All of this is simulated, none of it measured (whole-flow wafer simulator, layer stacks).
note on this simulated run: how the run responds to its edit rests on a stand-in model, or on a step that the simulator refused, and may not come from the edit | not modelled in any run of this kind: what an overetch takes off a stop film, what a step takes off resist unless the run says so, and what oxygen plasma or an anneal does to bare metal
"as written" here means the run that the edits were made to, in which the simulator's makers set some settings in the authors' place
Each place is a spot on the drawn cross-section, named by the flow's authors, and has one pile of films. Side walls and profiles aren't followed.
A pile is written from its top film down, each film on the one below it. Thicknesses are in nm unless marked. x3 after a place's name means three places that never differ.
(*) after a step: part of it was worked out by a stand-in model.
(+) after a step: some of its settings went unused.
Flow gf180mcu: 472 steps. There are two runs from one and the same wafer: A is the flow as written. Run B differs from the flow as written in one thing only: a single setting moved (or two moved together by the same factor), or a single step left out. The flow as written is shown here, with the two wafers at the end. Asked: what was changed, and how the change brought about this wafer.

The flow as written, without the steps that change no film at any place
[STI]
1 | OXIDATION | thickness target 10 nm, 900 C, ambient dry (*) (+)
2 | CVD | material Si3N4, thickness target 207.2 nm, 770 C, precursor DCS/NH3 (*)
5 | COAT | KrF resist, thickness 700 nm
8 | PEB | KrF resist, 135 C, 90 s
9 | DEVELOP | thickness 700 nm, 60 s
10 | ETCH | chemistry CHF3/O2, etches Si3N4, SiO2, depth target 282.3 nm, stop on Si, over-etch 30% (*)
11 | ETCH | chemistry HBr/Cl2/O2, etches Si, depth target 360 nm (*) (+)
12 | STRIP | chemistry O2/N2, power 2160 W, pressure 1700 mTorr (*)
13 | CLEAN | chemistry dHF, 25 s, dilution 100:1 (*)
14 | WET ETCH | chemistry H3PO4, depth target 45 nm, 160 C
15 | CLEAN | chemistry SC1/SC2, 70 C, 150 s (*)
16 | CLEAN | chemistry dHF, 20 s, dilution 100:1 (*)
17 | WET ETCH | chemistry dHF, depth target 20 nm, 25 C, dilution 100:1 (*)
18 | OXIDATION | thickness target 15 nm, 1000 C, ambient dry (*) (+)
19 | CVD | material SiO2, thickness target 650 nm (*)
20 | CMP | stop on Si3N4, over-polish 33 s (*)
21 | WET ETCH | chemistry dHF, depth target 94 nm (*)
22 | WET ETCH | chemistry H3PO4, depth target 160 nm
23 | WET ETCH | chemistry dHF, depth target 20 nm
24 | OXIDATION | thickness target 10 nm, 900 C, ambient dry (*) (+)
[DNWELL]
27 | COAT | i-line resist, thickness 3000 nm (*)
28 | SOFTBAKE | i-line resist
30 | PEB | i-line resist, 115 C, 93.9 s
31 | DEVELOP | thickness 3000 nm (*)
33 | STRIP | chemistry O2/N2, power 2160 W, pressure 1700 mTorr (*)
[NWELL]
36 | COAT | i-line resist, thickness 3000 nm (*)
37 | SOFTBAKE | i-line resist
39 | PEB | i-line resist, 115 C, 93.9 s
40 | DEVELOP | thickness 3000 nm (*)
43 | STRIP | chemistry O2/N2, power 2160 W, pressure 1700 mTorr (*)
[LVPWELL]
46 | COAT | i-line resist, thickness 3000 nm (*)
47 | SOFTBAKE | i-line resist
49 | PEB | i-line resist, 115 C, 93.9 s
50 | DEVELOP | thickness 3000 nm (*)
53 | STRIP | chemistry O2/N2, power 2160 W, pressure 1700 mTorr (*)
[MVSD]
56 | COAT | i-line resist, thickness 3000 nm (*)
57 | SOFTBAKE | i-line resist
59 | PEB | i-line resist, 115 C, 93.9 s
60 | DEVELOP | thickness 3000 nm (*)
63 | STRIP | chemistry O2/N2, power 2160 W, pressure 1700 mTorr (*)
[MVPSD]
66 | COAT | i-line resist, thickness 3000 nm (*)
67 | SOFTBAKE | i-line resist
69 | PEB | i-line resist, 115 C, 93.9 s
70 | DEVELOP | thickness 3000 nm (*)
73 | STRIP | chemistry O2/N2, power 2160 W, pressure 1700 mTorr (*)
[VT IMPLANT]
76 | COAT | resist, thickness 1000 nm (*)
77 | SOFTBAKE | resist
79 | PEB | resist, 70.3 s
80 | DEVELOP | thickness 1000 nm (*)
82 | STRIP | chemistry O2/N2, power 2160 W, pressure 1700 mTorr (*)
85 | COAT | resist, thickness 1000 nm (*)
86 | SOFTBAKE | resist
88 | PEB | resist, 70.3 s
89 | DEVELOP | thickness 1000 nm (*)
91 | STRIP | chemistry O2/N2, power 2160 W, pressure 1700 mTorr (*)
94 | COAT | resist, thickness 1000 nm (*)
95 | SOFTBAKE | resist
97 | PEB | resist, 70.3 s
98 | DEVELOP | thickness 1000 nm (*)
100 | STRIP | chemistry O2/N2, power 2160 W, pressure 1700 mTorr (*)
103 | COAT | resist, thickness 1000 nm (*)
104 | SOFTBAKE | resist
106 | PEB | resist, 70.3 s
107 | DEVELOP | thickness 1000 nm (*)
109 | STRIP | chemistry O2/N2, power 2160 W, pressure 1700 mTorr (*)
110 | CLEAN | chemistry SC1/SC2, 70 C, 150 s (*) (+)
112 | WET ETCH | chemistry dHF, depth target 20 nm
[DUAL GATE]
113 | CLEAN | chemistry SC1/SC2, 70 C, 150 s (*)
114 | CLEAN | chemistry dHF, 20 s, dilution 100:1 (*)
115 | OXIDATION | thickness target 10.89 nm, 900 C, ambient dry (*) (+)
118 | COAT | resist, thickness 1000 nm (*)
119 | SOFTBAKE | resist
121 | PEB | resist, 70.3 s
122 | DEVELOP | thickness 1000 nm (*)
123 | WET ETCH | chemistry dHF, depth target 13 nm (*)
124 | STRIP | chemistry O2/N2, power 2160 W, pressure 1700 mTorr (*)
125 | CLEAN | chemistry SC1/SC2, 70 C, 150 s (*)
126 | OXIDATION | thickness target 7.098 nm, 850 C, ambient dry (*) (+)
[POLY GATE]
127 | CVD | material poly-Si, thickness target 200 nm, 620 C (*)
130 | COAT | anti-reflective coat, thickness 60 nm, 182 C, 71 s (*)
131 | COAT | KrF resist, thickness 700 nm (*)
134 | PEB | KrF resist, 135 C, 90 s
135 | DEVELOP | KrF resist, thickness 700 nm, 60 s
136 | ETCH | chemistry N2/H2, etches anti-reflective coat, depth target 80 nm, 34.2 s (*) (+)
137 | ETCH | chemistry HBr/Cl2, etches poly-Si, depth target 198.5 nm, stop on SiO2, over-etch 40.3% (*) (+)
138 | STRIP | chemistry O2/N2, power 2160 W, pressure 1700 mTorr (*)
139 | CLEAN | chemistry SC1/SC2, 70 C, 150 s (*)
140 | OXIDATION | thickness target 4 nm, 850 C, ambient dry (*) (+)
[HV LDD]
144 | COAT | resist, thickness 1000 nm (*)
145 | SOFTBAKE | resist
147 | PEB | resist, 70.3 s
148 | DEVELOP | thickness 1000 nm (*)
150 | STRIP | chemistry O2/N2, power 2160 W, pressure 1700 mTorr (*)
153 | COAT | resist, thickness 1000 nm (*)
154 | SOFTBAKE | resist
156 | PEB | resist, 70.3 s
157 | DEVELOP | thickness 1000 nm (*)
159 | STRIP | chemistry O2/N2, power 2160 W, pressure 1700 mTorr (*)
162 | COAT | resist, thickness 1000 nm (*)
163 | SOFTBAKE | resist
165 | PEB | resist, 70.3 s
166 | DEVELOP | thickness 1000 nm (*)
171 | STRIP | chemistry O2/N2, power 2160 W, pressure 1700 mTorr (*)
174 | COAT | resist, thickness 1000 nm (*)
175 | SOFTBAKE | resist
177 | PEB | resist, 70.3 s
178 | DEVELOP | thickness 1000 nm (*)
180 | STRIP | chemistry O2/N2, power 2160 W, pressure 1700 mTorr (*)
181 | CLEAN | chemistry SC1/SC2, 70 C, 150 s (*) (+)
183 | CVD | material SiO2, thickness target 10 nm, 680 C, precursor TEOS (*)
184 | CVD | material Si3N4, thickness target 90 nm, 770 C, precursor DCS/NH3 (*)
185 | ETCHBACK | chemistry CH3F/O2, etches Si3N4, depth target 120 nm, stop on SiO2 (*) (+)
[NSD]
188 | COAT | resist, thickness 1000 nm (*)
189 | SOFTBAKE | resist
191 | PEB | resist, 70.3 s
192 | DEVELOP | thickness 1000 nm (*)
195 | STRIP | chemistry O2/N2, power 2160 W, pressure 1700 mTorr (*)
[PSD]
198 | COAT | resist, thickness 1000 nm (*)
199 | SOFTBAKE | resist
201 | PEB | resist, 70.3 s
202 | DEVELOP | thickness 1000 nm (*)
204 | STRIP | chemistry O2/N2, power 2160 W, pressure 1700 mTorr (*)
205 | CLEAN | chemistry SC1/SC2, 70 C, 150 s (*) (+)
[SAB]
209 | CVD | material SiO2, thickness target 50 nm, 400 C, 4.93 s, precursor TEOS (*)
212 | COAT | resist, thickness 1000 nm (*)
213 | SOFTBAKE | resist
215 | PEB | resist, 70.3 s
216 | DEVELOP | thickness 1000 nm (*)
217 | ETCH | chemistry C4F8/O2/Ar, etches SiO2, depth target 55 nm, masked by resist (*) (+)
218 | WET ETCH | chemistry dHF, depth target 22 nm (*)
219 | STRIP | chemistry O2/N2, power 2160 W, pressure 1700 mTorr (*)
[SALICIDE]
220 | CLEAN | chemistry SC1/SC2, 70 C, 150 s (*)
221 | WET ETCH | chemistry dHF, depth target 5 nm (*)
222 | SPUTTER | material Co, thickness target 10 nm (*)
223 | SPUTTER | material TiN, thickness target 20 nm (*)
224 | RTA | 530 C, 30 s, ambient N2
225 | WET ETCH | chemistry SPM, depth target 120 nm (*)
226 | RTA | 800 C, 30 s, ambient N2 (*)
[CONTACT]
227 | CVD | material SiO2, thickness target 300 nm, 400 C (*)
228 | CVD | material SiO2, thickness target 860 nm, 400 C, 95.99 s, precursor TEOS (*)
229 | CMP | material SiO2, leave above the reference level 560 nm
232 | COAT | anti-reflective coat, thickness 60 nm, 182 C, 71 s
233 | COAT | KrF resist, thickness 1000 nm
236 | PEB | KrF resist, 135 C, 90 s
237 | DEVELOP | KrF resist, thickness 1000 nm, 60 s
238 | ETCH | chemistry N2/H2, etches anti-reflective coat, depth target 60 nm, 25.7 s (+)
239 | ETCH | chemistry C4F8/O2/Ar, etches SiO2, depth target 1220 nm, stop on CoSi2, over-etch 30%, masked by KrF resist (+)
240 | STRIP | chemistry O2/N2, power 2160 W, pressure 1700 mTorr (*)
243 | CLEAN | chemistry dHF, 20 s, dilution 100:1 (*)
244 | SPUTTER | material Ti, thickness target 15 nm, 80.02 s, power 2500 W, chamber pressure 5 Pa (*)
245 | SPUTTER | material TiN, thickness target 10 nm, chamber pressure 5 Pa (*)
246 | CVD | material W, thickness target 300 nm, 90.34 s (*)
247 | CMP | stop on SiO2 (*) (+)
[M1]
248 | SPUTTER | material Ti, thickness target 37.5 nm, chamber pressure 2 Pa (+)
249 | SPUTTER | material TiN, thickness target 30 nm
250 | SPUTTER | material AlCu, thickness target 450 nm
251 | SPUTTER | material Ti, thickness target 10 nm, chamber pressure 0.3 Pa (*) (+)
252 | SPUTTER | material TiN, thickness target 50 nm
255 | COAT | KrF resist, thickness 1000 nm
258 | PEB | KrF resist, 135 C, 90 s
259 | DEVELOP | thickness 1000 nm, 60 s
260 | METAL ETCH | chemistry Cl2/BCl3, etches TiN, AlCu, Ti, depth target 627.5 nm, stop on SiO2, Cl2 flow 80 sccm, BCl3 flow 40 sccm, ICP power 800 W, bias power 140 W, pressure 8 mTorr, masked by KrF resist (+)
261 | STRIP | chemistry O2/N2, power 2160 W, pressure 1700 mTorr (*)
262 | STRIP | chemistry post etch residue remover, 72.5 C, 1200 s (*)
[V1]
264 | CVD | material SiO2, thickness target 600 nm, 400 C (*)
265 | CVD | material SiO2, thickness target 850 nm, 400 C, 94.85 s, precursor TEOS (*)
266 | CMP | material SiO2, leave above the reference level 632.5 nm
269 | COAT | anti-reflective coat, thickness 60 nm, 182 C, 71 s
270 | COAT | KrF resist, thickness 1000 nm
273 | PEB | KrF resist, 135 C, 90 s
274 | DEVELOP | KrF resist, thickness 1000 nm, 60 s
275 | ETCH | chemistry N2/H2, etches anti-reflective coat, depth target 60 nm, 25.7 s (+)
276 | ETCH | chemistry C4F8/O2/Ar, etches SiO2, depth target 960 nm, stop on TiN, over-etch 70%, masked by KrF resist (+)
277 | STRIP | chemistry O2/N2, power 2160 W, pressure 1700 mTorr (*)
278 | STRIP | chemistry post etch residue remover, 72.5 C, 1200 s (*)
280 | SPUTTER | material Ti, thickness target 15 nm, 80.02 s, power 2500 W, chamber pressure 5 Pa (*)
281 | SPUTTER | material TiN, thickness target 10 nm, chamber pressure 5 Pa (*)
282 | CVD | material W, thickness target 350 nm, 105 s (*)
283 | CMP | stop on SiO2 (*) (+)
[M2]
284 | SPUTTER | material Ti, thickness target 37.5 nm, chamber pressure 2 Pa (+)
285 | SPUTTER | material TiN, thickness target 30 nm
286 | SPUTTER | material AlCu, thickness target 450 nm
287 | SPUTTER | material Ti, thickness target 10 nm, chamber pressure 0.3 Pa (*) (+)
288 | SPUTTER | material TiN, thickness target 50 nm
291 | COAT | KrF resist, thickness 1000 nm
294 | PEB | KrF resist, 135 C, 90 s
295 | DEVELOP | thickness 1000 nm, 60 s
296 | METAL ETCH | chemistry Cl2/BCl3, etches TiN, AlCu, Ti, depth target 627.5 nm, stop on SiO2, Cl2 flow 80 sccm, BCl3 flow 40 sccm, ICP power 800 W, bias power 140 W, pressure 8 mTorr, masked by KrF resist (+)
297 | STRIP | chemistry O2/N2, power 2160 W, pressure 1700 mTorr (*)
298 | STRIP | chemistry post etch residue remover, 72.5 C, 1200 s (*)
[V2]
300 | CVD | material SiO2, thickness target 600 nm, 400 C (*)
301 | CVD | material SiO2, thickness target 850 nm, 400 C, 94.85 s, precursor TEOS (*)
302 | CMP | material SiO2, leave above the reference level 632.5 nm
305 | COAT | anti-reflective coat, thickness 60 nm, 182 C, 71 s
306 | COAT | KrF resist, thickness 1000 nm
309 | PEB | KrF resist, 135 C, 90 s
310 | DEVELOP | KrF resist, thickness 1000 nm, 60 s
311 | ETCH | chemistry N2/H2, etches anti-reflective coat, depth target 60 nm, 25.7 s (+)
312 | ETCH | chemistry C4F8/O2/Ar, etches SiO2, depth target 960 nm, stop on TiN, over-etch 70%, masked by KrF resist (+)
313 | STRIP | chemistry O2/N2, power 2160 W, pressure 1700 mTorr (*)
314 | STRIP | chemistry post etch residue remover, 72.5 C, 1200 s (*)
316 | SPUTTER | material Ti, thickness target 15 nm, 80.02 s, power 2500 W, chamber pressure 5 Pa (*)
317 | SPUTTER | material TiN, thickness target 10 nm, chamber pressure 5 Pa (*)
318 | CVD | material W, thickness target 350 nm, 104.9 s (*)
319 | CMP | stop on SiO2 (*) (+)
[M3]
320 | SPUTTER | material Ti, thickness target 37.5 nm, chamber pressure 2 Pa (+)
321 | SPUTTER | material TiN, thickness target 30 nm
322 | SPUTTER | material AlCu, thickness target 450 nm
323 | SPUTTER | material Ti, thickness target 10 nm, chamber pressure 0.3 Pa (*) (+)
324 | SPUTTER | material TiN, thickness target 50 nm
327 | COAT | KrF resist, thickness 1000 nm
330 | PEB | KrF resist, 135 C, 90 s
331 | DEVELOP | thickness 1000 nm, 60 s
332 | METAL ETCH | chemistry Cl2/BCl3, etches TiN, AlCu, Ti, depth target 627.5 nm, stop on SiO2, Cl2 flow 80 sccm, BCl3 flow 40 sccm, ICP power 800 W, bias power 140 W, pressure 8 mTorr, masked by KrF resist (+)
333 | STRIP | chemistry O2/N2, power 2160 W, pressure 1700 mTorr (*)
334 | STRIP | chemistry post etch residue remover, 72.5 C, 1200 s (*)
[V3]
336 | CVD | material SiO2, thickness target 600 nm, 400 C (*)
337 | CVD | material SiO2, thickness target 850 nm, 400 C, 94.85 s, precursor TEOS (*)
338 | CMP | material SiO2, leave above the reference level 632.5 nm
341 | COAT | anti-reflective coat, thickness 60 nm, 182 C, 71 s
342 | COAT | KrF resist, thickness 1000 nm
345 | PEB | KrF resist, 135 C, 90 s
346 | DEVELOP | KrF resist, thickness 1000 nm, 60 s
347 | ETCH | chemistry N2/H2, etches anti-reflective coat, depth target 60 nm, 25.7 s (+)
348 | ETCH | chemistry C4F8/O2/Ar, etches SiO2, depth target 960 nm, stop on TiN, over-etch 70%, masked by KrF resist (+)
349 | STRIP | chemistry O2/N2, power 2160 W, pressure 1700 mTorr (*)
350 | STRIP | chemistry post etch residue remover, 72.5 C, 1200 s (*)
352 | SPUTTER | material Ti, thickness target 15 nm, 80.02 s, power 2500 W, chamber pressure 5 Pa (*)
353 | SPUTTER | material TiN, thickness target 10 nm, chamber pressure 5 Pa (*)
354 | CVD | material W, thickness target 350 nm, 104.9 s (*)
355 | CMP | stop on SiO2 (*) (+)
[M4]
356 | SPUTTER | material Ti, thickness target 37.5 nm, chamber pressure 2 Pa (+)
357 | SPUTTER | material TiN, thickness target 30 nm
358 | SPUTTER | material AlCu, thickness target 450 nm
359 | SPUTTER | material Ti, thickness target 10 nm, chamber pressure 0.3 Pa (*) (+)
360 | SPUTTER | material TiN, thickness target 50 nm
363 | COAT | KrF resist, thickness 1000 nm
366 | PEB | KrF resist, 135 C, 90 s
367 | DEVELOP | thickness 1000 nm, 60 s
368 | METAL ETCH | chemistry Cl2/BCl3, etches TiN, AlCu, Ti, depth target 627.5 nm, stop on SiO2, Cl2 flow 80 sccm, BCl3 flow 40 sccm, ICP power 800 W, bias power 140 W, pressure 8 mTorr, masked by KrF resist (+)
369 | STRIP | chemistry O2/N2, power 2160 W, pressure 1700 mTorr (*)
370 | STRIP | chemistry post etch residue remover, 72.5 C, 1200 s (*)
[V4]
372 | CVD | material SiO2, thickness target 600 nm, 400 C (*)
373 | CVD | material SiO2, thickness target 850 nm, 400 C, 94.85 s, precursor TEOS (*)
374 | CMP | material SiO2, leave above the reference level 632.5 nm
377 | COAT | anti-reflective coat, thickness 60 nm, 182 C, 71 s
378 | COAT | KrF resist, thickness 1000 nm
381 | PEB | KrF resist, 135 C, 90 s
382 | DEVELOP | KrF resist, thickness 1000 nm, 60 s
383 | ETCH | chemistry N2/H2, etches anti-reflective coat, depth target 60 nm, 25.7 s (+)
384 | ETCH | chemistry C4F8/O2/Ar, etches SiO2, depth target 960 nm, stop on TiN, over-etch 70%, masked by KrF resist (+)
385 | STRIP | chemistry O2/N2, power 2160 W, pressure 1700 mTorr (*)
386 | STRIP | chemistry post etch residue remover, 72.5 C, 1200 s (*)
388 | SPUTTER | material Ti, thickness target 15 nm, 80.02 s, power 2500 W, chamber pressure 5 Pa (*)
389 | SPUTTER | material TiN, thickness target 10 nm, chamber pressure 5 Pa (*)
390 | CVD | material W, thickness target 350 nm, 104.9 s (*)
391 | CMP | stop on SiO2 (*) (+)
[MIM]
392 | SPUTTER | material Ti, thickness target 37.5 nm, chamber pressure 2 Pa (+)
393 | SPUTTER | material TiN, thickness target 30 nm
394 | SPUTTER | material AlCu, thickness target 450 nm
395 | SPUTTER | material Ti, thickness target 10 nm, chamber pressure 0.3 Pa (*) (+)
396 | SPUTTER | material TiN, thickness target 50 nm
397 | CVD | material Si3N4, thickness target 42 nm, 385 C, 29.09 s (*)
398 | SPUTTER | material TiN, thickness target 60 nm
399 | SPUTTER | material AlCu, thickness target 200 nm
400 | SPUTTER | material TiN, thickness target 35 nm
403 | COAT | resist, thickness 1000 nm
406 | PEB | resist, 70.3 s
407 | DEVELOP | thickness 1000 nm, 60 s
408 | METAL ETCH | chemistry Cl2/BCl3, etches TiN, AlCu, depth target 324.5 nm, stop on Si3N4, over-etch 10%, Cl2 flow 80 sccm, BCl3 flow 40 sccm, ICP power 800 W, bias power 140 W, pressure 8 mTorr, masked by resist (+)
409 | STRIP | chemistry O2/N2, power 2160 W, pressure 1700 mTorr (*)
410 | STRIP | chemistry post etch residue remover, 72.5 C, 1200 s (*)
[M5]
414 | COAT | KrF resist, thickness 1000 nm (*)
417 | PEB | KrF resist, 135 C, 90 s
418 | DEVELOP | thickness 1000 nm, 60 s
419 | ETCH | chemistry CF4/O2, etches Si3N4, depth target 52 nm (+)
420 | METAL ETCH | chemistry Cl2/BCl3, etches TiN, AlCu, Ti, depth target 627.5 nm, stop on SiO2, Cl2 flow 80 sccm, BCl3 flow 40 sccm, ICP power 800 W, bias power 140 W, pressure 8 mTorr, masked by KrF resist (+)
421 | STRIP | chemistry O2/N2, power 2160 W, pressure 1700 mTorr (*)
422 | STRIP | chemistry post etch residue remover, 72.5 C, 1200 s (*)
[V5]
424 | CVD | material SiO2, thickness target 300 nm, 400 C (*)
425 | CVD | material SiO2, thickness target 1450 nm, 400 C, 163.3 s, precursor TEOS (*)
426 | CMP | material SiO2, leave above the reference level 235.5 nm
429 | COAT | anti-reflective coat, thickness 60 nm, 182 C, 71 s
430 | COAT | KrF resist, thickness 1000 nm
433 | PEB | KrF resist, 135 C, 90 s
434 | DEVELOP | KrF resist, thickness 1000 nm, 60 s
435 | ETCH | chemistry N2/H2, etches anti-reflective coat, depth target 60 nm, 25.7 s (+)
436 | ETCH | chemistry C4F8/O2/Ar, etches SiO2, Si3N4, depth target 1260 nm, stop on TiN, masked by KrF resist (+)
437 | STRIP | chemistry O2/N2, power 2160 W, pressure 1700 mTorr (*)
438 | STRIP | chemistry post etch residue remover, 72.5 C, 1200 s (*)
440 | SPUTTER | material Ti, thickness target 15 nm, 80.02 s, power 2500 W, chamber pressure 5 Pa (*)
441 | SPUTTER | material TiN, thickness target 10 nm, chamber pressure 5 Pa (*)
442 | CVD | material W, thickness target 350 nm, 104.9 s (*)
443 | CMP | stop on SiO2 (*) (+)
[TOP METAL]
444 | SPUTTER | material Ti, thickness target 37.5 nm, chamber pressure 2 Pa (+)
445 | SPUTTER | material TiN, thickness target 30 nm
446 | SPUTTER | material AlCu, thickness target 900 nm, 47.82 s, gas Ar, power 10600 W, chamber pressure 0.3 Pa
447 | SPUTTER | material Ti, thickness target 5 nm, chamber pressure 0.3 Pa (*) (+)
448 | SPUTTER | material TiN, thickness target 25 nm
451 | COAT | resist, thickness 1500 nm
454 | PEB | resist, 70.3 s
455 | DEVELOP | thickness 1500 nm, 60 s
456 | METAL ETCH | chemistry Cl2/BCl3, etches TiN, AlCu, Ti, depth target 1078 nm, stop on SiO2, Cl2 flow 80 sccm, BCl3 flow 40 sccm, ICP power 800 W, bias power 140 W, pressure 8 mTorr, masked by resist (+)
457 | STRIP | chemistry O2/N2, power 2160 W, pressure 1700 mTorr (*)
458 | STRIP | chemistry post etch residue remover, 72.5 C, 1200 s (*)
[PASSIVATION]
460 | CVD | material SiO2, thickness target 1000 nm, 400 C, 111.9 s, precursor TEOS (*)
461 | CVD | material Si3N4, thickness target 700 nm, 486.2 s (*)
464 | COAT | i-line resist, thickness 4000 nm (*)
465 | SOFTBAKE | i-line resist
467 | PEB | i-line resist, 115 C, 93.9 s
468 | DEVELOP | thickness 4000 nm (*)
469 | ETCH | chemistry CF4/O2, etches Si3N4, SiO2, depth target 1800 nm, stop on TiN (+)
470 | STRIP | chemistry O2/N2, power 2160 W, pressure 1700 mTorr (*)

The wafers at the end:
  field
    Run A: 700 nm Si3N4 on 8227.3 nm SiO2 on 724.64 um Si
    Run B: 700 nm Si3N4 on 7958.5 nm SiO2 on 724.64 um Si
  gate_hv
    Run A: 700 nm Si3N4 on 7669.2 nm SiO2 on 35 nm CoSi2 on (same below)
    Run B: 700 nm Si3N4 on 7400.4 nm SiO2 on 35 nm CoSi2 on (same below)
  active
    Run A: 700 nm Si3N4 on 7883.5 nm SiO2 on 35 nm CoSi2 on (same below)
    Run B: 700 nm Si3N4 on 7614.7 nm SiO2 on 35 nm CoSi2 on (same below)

Cause: step 374, CMP: leave above the reference level 363.7 nm was run, though the flow has leave above the reference level 632.5 nm.

How this came from the change, step by step:
  374 | CMP | material SiO2, leave above the reference level 632.5 nm
      field, field__w1, field__w2 and 103 more: A -300 SiO2 | B -568.8 SiO2
      field__w8, contact, m1, m1__w1, m1_nw: A -877.1 SiO2 | B -1145.9 SiO2
  384 | ETCH | chemistry C4F8/O2/Ar, etches SiO2, depth target 960 nm, stop on TiN, over-etch 70%, masked by KrF resist (+)
      field, field__w1, field__w2 and 107 more: A -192 KrF resist | B -103.2 KrF resist
      contact: A -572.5 SiO2 (all of it) | B -303.7 SiO2 (all of it)
  385 | STRIP | chemistry O2/N2, power 2160 W, pressure 1700 mTorr (*)
      field, field__w1, field__w2 and 107 more: A -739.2 KrF resist (all of it), -60 anti-reflective coat (all of it) | B -827.9 KrF resist (all of it), -60 anti-reflective coat (all of it)
  388 | SPUTTER | material Ti, thickness target 15 nm, 80.02 s, power 2500 W, chamber pressure 5 Pa (*)
      contact: A +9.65 Ti (new film) | B +11.4 Ti (new film)
  389 | SPUTTER | material TiN, thickness target 10 nm, chamber pressure 5 Pa (*)
      contact: A +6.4 TiN (new film) | B +7.57 TiN (new film)
  390 | CVD | material W, thickness target 350 nm, 104.9 s (*)
      contact: A +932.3 W (new film) | B +660.6 W (new film)
